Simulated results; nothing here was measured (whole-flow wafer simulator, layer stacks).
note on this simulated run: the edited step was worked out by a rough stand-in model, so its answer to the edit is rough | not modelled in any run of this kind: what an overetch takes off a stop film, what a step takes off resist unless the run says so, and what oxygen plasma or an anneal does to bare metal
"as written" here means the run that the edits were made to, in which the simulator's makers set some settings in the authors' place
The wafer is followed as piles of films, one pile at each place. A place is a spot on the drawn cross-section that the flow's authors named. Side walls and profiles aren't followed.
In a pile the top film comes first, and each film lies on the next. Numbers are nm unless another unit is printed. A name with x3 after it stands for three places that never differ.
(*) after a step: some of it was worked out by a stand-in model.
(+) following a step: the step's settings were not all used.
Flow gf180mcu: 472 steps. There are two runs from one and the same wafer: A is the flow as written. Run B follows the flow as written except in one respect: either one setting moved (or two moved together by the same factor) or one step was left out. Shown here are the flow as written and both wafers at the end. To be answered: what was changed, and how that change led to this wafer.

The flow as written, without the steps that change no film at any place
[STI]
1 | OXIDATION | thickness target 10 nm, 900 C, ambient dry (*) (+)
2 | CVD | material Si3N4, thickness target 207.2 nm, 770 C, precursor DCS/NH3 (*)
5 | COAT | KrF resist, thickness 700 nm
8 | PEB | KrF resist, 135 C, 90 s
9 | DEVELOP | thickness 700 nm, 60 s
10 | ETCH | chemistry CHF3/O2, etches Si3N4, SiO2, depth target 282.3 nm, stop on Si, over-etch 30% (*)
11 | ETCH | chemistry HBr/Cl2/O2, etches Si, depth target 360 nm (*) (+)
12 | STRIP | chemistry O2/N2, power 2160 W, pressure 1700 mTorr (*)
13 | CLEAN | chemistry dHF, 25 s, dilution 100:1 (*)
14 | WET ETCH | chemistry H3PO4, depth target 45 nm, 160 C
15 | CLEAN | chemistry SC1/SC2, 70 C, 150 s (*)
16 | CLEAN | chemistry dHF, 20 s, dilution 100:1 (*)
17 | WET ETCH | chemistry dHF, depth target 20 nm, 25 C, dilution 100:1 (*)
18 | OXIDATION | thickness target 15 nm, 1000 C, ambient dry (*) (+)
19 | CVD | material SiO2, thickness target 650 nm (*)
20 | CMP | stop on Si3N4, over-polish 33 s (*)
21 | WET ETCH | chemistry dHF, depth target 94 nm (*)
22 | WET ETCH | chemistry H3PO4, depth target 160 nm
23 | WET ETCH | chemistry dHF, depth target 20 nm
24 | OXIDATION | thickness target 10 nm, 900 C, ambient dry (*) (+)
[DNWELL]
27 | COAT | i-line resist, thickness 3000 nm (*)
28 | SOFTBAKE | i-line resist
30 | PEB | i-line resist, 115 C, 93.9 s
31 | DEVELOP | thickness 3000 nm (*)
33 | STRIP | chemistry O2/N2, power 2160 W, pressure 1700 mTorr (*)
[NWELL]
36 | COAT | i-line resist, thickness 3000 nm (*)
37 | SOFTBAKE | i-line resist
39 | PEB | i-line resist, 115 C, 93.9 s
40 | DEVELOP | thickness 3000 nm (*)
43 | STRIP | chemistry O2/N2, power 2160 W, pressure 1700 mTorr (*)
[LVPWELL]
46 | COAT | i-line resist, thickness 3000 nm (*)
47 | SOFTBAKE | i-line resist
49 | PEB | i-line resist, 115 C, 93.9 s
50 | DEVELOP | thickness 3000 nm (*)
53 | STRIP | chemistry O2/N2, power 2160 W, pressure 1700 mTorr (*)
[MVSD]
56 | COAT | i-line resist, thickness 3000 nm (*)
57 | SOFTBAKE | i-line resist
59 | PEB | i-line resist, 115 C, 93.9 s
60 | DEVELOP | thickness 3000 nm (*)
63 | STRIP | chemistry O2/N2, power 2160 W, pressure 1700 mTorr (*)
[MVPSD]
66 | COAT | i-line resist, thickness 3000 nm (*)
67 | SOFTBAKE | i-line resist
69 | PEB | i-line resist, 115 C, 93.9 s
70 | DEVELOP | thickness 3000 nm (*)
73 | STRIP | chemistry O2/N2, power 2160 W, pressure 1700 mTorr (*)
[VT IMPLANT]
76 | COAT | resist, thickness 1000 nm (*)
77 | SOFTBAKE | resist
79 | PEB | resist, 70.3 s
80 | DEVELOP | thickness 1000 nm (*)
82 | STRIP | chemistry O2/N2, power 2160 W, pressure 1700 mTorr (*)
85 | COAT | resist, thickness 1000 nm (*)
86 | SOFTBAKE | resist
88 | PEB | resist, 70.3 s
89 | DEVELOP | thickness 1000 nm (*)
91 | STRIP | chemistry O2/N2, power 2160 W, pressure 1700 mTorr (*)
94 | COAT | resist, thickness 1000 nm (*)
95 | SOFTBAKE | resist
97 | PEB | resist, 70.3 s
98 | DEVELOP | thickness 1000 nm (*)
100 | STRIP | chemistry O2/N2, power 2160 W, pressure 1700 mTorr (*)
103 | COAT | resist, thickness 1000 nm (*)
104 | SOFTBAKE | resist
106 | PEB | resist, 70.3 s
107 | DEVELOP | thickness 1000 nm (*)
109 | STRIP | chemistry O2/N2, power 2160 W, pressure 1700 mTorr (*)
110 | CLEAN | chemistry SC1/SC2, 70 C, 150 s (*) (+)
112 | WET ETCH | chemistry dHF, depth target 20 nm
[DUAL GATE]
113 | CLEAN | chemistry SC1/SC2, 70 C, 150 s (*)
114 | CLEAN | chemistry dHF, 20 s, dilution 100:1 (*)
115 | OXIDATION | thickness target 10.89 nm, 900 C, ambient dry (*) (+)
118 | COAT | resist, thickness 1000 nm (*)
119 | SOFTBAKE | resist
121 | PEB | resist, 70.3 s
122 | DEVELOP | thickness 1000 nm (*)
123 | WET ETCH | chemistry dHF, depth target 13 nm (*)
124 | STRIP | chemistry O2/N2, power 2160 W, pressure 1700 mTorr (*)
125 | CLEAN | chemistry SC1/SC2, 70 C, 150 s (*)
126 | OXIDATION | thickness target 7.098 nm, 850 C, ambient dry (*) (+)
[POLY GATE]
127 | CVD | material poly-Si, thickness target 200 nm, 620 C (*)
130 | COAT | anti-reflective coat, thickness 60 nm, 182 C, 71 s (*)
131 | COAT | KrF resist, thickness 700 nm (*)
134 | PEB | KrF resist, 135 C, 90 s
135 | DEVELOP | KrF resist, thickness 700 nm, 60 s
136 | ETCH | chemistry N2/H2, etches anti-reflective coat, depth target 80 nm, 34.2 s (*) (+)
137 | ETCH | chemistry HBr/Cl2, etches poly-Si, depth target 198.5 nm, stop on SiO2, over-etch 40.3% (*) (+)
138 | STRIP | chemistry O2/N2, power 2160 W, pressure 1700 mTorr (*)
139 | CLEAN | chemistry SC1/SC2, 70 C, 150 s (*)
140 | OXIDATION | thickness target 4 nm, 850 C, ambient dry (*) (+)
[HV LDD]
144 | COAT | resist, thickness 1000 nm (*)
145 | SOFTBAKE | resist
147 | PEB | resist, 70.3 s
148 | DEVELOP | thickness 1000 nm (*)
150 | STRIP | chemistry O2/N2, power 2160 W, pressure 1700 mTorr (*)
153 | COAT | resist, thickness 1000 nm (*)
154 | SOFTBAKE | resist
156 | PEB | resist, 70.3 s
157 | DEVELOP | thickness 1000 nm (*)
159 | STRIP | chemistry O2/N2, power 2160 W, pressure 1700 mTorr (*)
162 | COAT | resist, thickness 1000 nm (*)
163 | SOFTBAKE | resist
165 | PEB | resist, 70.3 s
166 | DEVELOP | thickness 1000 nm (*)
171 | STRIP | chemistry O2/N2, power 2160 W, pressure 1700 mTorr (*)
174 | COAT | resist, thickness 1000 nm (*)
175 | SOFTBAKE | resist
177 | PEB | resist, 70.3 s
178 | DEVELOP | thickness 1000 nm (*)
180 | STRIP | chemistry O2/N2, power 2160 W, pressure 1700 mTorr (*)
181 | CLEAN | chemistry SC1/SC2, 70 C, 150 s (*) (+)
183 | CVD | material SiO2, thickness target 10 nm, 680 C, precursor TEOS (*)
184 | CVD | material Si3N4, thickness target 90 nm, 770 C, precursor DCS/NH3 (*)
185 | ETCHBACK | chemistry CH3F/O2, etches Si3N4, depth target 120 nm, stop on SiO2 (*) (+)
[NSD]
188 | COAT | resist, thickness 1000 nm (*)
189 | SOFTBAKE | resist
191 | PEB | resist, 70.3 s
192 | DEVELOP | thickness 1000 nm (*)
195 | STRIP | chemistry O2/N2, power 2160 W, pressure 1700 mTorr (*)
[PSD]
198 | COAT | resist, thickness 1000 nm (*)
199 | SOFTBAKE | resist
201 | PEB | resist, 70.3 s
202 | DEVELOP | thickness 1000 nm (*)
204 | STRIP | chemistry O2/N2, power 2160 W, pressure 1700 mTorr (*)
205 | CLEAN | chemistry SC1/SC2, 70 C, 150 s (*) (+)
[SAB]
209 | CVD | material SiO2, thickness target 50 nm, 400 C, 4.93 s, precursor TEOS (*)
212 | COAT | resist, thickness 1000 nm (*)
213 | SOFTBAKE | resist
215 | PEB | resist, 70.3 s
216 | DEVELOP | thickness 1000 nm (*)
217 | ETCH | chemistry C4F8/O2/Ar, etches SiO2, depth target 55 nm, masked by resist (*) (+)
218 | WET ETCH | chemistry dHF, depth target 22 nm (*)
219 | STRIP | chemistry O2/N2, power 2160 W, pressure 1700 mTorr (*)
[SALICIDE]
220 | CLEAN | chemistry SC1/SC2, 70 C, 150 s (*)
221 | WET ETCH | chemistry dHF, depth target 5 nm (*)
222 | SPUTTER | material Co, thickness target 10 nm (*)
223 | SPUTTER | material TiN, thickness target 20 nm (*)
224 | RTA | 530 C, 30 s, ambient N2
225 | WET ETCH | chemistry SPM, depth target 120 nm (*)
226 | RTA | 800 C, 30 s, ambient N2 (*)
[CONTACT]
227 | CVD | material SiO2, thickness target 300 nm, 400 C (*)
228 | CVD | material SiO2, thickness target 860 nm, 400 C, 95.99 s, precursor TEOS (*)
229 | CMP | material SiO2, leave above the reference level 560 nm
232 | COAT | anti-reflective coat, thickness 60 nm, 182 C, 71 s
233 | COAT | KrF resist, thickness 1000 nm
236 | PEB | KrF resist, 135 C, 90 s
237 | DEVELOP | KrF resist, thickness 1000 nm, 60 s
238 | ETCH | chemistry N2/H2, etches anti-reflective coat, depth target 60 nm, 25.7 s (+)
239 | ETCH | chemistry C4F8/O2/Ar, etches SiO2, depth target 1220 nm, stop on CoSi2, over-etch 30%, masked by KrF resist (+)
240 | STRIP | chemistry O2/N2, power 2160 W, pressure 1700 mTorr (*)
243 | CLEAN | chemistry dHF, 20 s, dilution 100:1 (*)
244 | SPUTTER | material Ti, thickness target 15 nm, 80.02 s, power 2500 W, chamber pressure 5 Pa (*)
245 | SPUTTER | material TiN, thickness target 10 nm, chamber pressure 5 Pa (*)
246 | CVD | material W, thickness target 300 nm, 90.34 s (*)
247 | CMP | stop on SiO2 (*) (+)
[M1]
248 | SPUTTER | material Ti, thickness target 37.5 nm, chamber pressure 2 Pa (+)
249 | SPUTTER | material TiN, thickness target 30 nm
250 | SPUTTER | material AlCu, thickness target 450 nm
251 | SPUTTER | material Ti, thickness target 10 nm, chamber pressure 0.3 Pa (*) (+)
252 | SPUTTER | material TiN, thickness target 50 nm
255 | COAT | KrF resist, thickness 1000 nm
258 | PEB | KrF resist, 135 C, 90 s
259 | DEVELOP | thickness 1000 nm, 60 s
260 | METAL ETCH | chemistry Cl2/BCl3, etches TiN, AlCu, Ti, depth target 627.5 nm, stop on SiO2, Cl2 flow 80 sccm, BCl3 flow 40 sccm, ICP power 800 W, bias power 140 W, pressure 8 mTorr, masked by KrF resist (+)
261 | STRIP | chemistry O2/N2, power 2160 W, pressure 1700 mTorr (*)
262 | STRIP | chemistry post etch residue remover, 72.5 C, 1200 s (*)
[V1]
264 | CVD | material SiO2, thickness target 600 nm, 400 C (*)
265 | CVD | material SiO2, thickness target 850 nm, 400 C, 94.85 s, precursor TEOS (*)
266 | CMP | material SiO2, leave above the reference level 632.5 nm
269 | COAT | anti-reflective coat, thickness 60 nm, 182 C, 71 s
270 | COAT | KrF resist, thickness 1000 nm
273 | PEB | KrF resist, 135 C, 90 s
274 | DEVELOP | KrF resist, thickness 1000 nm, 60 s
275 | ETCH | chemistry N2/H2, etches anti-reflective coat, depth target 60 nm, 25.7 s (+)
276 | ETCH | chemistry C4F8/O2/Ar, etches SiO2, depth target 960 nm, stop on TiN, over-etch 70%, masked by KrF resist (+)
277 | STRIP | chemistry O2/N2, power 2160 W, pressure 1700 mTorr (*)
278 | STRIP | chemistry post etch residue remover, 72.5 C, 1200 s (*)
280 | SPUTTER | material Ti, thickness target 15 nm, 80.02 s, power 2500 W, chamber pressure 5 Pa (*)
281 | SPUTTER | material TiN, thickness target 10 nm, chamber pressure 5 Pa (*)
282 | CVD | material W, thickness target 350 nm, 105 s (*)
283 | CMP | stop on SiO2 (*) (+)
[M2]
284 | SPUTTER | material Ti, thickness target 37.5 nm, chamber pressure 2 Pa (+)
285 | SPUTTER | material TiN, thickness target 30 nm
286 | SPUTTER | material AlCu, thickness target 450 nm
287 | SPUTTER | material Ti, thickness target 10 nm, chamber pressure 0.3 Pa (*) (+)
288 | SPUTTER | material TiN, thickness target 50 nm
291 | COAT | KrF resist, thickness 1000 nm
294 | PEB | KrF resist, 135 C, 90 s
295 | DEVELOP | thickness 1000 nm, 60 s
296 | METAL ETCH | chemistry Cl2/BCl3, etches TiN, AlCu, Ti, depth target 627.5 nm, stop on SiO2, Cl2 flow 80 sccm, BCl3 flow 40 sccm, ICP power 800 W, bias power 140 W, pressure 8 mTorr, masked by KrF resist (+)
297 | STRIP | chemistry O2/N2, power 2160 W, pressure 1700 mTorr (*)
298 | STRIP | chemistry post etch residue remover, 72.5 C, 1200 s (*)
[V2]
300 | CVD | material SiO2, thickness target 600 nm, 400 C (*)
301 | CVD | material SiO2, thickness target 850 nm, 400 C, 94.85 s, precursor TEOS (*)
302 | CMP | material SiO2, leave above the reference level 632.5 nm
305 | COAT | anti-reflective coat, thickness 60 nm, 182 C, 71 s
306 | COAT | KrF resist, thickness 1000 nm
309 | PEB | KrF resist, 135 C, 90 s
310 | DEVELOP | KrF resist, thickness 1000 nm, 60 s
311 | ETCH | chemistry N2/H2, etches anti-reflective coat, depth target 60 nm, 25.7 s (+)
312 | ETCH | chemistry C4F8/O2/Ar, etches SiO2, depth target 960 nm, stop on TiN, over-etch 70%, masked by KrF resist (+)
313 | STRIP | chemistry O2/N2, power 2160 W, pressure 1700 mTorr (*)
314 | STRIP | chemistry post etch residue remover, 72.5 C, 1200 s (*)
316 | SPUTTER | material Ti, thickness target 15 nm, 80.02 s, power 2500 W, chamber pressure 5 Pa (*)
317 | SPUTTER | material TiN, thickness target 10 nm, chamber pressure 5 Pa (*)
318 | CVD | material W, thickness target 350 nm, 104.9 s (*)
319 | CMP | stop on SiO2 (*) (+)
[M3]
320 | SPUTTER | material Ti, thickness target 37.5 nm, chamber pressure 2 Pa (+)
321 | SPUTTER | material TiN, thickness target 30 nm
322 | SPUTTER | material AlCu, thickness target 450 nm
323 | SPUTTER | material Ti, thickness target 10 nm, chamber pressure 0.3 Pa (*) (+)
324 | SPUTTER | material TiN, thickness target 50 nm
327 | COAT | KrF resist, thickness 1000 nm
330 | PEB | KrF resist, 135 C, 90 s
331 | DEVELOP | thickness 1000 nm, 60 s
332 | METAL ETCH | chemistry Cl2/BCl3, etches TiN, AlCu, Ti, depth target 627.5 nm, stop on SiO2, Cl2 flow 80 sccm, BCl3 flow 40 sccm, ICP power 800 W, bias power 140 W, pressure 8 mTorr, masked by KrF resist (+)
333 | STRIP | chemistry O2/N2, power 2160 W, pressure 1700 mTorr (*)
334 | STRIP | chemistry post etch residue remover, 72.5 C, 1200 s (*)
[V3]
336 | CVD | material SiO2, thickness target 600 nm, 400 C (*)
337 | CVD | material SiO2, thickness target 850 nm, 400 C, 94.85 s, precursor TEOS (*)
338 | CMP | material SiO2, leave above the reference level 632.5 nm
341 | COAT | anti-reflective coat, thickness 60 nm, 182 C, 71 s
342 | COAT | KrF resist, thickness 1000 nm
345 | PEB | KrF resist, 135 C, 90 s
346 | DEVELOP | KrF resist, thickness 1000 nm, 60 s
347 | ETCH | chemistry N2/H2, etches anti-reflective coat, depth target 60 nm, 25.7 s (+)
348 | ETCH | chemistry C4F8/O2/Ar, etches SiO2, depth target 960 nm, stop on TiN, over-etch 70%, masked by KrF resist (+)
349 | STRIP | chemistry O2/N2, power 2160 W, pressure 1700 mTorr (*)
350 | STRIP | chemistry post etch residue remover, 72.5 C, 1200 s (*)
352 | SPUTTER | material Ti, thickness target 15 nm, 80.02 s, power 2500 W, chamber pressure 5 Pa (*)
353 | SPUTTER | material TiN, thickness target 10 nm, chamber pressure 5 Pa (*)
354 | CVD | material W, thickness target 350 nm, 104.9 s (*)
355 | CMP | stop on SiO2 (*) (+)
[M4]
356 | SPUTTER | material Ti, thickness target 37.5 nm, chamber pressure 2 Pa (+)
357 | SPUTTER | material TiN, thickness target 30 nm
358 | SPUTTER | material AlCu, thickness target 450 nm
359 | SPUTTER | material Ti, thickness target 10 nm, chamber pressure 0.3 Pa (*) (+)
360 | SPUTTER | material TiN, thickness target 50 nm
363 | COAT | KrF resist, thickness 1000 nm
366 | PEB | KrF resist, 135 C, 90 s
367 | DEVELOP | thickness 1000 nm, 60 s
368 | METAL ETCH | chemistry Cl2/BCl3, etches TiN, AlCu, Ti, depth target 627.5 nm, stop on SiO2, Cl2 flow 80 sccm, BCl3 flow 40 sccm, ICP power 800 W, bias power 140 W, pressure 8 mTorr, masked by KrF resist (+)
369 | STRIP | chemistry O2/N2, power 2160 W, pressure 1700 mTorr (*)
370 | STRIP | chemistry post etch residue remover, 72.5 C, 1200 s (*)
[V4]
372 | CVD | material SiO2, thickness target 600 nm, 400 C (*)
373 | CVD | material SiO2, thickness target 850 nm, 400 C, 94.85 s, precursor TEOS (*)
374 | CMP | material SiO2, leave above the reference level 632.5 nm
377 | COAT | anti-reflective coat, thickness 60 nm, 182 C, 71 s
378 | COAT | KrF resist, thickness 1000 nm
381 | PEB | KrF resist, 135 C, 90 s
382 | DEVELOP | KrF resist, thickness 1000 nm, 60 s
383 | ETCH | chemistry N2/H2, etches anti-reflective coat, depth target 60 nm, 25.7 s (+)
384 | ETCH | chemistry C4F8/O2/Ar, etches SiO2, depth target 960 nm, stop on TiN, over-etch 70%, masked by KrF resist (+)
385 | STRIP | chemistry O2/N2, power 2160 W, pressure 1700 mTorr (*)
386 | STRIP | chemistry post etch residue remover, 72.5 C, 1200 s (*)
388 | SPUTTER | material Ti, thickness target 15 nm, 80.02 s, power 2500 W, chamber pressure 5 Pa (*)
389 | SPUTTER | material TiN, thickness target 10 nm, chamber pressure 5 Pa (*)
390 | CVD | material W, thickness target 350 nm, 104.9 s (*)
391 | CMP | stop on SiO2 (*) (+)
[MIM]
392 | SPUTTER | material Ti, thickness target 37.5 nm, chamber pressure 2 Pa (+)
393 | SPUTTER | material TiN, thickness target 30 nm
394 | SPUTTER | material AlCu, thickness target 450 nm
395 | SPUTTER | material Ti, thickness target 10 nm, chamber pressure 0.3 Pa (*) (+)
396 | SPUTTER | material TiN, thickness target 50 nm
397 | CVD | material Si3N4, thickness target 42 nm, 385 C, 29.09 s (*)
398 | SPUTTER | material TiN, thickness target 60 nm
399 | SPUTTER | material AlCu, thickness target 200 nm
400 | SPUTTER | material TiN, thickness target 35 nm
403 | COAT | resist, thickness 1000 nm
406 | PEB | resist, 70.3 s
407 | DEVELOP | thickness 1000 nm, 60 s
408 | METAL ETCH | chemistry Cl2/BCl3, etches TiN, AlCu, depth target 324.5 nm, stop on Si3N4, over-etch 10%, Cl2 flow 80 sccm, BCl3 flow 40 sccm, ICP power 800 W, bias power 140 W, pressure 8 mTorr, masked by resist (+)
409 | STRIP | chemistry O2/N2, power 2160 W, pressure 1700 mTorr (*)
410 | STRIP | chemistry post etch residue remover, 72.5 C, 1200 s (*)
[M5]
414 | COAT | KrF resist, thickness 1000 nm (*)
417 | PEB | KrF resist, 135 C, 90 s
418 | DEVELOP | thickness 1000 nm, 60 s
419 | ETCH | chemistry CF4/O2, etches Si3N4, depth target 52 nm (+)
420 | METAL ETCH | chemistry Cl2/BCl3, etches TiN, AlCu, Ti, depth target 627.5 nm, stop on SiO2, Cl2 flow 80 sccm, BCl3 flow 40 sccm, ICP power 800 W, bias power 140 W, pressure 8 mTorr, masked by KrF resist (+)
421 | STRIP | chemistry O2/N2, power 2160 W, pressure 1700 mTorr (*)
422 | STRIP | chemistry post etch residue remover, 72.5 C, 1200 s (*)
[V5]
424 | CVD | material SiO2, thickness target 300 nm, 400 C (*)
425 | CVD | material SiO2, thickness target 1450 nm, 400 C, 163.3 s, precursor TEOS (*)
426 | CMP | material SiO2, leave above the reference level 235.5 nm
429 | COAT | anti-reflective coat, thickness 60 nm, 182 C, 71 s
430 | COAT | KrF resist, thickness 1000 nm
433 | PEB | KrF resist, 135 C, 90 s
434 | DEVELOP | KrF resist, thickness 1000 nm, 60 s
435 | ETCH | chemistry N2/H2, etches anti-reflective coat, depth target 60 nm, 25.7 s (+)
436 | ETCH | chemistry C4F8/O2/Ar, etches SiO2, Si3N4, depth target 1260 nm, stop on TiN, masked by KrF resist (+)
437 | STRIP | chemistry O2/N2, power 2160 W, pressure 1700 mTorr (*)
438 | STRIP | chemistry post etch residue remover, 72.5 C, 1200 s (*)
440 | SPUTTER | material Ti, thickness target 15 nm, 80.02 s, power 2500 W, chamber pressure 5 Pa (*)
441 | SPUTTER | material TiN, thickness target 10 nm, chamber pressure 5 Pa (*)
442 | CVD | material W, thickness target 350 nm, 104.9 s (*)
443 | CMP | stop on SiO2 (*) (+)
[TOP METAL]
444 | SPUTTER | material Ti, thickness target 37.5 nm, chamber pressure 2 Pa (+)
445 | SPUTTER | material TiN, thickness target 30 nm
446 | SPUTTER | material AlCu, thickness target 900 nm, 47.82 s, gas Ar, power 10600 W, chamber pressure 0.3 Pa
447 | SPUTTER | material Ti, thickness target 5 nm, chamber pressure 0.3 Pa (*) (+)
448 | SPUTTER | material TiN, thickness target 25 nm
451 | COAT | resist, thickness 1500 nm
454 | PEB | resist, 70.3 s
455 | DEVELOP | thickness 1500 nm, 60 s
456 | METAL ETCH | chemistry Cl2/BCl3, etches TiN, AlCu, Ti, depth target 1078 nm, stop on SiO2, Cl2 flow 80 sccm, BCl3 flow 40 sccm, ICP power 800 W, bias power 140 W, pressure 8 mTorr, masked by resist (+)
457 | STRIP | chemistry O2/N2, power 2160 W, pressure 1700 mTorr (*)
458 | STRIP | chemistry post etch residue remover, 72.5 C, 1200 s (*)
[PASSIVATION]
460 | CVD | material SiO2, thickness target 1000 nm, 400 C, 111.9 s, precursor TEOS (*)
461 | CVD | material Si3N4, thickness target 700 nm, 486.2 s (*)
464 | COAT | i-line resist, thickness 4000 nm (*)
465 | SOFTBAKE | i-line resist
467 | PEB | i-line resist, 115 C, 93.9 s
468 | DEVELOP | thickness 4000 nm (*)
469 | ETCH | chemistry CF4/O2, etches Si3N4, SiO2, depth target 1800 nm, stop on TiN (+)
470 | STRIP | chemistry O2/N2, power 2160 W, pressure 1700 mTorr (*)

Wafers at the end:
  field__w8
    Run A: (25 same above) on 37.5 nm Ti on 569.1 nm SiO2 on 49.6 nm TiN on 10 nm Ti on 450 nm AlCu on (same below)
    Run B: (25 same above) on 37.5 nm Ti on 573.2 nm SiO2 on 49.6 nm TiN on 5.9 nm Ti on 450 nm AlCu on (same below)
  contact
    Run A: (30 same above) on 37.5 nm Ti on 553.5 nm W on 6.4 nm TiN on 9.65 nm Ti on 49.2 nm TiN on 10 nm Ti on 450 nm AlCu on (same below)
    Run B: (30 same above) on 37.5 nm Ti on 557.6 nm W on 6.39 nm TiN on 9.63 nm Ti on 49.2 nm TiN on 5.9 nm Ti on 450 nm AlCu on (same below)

Cause: step 287, SPUTTER: thickness target 5.9 nm was run, though the flow has thickness target 10 nm.
The wafer itself shows it: field__w8 has Ti 5.9, and step 287 as written asks for 10 nm.

How this came from the change, step by step:
  287 | SPUTTER | material Ti, thickness target 10 nm, chamber pressure 0.3 Pa (*) (+)
      field, field__w1, field__w2 and 108 more: A +10 Ti (new film) | B +5.9 Ti (new film)
  296 | METAL ETCH | chemistry Cl2/BCl3, etches TiN, AlCu, Ti, depth target 627.5 nm, stop on SiO2, Cl2 flow 80 sccm, BCl3 flow 40 sccm, ICP power 800 W, bias power 140 W, pressure 8 mTorr, masked by KrF resist (+)
      field, field__w1, field__w2 and 103 more: A -50 TiN (all of it), -10 Ti (all of it), -450 AlCu (all of it), -30 TiN (all of it), -37.5 Ti (all of it) | B -50 TiN (all of it), -5.9 Ti (all of it), -450 AlCu (all of it), -30 TiN (all of it), -37.5 Ti (all of it)
